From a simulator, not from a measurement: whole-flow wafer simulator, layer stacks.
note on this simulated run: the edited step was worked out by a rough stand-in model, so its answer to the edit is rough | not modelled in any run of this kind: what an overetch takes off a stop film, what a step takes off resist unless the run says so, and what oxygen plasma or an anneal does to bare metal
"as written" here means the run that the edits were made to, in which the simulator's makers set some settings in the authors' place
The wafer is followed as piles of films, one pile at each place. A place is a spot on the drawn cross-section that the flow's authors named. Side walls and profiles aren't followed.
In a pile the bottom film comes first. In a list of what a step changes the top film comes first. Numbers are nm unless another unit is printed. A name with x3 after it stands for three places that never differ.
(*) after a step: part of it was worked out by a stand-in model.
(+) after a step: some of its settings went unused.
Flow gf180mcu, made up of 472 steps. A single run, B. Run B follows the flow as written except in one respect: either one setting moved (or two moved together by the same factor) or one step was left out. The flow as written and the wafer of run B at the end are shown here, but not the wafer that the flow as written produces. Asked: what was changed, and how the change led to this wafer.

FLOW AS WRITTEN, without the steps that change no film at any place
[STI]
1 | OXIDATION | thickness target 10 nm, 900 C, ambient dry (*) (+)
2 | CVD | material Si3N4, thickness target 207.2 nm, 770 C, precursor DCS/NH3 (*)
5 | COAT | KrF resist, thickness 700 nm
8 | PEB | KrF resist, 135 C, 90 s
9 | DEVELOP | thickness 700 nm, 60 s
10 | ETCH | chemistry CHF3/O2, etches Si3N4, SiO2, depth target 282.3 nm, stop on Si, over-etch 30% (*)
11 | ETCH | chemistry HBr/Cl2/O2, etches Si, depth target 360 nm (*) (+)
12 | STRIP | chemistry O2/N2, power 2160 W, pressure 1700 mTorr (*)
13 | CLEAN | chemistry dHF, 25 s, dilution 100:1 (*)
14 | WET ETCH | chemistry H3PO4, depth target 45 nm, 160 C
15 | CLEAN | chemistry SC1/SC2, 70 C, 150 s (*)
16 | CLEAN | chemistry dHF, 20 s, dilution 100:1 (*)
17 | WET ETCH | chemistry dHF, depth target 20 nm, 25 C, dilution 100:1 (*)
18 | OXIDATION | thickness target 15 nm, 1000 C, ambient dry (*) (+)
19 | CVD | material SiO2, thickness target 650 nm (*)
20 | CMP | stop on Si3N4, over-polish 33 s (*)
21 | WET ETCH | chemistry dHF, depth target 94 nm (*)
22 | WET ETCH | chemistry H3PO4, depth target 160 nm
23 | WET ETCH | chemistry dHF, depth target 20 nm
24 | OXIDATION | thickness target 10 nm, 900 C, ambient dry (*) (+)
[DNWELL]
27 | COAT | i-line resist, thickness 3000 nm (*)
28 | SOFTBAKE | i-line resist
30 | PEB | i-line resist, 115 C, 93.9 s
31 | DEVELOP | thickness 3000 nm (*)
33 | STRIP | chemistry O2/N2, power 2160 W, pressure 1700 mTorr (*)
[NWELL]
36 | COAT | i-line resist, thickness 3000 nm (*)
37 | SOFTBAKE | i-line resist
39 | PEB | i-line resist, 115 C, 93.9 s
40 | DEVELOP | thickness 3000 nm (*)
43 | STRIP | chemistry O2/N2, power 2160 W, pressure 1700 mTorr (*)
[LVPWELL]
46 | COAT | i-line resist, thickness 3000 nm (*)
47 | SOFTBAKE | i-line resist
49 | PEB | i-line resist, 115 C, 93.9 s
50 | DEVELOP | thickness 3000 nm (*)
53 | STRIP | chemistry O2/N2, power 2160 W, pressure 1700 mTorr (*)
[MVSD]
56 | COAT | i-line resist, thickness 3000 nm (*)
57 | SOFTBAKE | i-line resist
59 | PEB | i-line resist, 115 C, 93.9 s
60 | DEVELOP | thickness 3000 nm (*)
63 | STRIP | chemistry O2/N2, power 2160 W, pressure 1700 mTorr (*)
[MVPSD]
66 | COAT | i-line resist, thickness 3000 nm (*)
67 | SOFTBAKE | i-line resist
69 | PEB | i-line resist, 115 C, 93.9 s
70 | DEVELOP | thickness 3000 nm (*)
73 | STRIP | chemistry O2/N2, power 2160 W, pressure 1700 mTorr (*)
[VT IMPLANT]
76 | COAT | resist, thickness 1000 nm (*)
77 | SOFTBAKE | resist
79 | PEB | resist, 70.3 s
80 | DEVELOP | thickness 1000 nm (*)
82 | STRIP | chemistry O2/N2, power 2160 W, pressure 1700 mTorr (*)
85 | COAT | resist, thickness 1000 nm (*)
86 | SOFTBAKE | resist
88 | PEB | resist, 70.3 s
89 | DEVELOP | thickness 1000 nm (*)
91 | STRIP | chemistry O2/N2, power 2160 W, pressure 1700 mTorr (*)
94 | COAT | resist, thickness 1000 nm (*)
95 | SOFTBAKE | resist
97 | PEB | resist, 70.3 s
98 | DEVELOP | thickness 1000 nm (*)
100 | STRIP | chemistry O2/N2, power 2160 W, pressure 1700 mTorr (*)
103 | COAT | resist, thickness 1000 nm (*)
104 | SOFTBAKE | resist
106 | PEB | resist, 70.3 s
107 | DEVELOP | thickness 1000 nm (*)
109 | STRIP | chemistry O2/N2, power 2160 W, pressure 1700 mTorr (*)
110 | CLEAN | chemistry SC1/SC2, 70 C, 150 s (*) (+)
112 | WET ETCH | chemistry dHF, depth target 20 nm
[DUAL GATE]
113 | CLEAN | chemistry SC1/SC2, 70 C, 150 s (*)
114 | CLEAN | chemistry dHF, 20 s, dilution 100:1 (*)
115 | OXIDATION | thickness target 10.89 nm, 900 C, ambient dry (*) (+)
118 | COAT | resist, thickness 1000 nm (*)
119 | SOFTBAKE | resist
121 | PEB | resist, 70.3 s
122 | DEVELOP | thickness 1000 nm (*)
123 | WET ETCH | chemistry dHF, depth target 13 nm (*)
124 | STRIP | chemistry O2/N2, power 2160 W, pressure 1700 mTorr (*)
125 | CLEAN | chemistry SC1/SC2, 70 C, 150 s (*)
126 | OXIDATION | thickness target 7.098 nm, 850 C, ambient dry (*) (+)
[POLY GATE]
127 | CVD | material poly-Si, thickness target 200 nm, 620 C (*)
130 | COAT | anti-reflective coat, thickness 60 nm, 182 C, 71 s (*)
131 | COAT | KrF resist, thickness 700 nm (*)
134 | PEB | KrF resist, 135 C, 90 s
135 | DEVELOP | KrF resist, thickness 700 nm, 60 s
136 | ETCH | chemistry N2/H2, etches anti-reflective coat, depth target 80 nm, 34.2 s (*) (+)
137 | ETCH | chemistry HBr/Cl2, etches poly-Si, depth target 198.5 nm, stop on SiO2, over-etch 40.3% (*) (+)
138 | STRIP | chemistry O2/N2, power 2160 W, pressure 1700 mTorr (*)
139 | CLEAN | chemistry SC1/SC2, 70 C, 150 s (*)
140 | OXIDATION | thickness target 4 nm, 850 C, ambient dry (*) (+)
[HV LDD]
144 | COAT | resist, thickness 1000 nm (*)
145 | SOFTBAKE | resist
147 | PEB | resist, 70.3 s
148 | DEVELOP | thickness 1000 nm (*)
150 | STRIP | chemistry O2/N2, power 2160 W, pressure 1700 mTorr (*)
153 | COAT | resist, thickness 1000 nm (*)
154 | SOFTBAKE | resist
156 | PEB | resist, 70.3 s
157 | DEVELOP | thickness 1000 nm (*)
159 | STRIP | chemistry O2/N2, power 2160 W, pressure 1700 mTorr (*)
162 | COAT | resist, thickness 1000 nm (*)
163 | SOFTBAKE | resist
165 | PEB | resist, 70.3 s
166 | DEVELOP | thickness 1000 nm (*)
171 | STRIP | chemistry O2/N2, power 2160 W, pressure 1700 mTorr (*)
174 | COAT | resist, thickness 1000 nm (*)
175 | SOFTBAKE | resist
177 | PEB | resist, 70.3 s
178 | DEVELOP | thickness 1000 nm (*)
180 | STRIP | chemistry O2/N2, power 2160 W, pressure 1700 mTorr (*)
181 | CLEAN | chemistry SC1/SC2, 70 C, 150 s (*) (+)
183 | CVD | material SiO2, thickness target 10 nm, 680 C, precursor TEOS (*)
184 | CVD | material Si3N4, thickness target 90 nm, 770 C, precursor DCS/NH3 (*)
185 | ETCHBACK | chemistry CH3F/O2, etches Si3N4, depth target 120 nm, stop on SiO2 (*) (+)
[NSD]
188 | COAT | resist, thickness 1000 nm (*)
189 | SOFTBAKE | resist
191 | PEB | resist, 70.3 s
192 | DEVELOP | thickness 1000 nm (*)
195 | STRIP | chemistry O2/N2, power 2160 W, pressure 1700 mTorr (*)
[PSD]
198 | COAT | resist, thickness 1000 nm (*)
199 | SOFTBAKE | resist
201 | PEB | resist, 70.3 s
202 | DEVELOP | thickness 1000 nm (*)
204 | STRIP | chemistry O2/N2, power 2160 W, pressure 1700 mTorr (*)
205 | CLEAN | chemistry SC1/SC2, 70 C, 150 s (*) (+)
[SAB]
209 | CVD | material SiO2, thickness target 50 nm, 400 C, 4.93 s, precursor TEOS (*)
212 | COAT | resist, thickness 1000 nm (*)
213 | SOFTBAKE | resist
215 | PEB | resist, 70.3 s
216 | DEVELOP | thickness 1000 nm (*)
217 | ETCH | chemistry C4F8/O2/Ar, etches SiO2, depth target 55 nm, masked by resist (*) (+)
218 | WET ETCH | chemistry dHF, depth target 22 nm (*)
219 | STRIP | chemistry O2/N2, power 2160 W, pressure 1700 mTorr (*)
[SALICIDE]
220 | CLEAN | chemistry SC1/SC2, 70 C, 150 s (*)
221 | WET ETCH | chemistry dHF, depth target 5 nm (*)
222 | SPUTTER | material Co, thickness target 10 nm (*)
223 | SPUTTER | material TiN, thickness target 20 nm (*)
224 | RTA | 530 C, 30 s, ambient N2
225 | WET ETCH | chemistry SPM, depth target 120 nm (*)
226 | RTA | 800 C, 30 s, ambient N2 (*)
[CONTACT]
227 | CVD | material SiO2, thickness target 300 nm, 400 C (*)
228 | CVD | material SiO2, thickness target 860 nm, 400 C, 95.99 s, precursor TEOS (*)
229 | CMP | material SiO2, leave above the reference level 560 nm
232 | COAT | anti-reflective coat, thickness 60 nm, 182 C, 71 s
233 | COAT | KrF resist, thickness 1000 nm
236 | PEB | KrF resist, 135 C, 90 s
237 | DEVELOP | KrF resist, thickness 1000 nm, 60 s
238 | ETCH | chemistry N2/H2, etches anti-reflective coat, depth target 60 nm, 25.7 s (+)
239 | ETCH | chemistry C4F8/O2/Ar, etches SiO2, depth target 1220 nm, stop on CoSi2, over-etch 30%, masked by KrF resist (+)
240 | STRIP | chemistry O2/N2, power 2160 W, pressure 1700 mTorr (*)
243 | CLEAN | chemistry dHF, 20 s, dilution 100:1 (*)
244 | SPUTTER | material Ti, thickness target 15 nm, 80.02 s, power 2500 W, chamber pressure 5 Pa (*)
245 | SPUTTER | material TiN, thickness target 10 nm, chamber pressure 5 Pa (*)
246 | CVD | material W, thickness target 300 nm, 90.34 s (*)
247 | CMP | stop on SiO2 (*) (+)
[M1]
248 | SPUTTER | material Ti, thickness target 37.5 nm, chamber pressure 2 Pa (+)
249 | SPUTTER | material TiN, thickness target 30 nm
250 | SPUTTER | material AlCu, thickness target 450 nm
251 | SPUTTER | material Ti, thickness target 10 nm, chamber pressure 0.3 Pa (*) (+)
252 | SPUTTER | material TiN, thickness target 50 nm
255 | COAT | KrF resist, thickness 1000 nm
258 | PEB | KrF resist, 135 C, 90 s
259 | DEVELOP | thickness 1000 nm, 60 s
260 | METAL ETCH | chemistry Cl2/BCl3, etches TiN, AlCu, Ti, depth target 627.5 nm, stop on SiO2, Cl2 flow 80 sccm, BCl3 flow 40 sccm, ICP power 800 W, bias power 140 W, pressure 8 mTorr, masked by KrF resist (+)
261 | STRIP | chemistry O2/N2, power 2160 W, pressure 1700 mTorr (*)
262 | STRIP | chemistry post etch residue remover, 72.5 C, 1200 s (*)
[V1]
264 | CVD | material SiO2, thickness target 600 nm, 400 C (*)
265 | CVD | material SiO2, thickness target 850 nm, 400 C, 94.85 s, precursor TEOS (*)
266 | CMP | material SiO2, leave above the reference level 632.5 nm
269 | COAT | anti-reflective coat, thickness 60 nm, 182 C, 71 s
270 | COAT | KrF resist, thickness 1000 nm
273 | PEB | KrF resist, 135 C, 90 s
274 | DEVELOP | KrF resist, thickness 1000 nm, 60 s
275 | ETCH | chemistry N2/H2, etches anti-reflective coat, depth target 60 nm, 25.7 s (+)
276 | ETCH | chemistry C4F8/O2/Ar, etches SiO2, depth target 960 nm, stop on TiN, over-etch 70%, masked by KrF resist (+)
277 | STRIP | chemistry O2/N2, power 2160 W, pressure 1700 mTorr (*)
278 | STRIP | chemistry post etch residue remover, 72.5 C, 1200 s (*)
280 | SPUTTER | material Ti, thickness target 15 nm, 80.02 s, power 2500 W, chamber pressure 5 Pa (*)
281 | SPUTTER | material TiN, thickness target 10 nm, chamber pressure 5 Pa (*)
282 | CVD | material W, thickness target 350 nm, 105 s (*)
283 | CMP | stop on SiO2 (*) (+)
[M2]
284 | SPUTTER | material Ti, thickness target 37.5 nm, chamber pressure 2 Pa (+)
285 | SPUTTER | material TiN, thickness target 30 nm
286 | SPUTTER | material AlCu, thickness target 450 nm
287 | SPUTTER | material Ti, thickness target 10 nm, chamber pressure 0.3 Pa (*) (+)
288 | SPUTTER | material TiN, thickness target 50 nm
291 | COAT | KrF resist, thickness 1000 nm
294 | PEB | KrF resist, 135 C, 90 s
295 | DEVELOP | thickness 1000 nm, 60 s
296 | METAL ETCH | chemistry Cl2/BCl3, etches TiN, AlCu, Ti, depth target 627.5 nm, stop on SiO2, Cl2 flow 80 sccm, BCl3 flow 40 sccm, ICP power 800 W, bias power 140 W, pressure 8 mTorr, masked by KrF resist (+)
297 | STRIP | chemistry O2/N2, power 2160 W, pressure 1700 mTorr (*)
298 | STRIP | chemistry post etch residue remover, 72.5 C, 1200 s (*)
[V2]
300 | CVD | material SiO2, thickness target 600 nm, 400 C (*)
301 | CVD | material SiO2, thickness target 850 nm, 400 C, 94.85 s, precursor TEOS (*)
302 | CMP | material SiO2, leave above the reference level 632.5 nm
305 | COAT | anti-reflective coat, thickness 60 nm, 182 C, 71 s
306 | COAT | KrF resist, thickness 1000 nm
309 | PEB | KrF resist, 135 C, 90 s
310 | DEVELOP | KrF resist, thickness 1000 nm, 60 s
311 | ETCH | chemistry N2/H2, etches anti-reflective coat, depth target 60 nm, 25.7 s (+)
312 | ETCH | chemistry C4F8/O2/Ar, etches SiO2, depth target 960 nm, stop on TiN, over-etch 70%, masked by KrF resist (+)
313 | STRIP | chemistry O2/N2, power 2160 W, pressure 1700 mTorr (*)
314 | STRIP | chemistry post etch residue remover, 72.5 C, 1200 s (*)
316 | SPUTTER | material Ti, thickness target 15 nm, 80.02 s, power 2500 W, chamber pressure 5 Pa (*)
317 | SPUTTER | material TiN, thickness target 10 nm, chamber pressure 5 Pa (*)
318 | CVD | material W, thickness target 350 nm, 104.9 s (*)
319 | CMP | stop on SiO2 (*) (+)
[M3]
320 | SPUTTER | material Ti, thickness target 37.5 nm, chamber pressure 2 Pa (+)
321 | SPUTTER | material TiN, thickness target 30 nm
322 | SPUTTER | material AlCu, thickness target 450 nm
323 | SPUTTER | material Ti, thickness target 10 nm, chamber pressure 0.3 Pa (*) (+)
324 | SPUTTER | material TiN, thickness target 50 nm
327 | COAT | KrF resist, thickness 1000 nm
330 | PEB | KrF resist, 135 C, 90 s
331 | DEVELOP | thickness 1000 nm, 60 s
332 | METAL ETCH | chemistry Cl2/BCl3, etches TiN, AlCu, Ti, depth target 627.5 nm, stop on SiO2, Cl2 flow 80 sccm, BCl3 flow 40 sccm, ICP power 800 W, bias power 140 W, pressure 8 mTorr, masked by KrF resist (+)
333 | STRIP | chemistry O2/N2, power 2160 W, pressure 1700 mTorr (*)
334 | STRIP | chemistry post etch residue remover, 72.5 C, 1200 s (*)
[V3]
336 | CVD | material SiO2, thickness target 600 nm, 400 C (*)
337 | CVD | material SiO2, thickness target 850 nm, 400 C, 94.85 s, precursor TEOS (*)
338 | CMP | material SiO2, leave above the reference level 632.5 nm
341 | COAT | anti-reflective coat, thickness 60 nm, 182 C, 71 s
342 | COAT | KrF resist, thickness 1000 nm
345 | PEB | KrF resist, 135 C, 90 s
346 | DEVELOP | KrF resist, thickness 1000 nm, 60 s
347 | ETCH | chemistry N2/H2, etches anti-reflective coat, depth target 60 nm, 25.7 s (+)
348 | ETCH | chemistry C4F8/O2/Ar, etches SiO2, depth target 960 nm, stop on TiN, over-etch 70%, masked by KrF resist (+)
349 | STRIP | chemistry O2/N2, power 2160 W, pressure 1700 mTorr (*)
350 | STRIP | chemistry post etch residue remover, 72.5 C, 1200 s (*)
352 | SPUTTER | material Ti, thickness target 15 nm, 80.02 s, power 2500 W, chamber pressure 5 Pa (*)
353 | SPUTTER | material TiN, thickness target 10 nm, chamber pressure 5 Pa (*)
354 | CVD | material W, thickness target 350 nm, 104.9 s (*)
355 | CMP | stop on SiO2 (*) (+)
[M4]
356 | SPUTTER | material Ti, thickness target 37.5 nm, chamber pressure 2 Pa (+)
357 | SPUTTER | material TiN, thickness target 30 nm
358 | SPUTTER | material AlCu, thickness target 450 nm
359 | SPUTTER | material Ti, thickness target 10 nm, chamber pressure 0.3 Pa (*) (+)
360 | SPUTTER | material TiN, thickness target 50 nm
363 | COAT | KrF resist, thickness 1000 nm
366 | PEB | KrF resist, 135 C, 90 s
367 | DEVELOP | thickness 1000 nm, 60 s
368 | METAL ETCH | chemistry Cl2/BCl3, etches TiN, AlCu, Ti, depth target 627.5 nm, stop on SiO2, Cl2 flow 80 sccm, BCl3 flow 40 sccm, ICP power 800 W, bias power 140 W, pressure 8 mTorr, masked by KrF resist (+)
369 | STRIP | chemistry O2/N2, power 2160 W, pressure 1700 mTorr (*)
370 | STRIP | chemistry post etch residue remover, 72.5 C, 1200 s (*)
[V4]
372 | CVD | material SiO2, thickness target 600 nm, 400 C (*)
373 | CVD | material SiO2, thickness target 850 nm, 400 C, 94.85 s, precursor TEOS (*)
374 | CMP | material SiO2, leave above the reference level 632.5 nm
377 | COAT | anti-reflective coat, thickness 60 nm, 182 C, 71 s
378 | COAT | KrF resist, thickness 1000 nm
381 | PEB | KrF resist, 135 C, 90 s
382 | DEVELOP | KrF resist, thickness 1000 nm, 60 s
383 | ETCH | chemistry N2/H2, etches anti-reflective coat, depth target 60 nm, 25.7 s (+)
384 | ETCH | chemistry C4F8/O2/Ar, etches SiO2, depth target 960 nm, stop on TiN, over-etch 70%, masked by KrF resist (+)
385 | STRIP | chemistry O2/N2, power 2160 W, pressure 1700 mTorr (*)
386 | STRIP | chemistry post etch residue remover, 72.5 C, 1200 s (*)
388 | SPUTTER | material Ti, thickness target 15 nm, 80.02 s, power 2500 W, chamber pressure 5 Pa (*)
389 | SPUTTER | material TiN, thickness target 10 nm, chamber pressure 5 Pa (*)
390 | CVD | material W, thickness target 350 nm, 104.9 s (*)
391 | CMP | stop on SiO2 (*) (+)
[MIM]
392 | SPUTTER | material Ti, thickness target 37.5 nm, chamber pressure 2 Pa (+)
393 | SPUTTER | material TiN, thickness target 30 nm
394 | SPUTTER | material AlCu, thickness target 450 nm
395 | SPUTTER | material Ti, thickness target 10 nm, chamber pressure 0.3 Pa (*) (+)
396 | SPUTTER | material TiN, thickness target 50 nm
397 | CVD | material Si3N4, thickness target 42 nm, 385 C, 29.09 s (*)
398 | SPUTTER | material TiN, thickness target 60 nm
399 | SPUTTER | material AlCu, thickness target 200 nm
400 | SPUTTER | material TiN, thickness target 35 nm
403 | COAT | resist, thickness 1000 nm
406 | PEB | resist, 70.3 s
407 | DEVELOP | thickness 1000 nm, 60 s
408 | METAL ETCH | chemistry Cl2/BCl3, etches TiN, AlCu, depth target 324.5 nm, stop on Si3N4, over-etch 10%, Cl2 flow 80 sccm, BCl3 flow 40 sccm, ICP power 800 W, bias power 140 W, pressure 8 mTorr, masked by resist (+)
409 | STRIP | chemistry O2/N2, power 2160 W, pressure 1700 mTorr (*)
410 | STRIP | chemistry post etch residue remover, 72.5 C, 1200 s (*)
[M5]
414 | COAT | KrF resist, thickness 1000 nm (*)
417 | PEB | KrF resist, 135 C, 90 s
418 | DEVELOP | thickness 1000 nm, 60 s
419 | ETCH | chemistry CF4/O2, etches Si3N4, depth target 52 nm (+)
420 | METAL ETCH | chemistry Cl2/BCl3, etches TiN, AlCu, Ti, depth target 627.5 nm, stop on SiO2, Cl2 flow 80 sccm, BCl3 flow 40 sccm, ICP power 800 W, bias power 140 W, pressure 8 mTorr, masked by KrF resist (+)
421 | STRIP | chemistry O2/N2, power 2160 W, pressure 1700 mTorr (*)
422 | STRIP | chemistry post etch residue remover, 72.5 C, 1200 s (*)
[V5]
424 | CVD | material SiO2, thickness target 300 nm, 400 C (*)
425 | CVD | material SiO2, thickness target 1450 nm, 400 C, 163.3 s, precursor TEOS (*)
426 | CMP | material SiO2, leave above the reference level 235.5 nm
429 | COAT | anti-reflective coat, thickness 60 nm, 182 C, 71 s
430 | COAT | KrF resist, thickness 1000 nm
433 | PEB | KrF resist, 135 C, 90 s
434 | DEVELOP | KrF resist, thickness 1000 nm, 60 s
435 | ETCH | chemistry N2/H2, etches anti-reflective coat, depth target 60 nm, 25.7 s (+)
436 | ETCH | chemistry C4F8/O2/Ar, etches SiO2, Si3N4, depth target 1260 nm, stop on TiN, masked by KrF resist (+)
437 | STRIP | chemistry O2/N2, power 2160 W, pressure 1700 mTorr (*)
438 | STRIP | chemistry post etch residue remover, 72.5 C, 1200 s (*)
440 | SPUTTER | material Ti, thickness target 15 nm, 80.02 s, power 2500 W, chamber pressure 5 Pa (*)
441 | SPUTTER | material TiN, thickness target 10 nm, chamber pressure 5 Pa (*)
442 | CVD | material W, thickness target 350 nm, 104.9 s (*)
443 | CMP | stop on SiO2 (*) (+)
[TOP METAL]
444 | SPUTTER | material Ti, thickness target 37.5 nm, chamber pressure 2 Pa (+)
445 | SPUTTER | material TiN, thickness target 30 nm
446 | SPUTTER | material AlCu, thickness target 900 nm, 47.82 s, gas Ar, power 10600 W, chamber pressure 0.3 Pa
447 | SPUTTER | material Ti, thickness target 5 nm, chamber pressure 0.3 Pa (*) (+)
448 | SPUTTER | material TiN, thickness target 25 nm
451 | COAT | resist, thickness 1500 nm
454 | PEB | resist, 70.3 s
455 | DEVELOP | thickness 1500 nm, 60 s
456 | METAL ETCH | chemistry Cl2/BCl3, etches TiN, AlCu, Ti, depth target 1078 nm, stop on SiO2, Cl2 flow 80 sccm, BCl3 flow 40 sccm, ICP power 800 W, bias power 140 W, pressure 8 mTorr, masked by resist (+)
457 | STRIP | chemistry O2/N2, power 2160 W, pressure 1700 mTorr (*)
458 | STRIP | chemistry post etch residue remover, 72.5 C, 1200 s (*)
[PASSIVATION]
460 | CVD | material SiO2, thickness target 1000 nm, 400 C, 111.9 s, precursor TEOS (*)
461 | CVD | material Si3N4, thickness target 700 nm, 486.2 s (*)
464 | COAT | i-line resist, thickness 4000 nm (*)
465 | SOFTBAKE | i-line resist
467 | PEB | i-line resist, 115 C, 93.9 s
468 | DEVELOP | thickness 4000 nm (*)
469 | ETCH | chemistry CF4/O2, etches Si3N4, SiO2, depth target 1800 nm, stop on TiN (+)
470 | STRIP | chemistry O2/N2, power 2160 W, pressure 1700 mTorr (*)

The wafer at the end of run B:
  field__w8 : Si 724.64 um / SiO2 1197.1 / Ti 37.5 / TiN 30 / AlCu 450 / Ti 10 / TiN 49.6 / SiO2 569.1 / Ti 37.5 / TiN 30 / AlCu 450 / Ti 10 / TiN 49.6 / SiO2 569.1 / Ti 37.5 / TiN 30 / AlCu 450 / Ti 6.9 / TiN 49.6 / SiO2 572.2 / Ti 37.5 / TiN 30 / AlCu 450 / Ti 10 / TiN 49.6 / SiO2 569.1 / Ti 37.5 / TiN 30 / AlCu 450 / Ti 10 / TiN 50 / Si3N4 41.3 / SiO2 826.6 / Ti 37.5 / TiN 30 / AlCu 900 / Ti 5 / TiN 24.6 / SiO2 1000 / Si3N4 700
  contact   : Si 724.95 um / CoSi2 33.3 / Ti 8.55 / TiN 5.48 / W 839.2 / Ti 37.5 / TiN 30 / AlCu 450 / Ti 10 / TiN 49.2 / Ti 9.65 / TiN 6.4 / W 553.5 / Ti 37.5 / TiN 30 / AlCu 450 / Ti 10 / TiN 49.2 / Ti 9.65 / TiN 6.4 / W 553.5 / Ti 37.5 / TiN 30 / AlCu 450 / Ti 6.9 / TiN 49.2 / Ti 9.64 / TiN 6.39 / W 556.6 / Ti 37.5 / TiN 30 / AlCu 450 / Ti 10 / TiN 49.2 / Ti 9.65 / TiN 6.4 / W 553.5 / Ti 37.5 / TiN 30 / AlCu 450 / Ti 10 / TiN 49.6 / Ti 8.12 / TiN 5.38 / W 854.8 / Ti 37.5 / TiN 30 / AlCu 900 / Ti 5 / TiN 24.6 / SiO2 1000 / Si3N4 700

The reason: step 323, SPUTTER: thickness target 6.9 nm was run, while the flow as written has thickness target 10 nm.
The wafer lets one read it off: field__w8 has Ti 6.9, and step 323 as written asks for 10 nm.

The path from the change to this, step by step:
  323 | SPUTTER | material Ti, thickness target 10 nm, chamber pressure 0.3 Pa (*) (+)
      field, field__w1, field__w2 and 108 more: Ti gains 6.9 (new film) (it would be, as written: Ti gains 10 (new film))
  332 | METAL ETCH | chemistry Cl2/BCl3, etches TiN, AlCu, Ti, depth target 627.5 nm, stop on SiO2, Cl2 flow 80 sccm, BCl3 flow 40 sccm, ICP power 800 W, bias power 140 W, pressure 8 mTorr, masked by KrF resist (+)
      field, field__w1, field__w2 and 103 more: TiN loses 50 (all of it), Ti loses 6.9 (all of it), AlCu loses 450 (all of it), TiN loses 30 (all of it), Ti loses 37.5 (all of it) (it would be, as written: TiN loses 50 (all of it), Ti loses 10 (all of it), AlCu loses 450 (all of it), TiN loses 30 (all of it), Ti loses 37.5 (all of it))
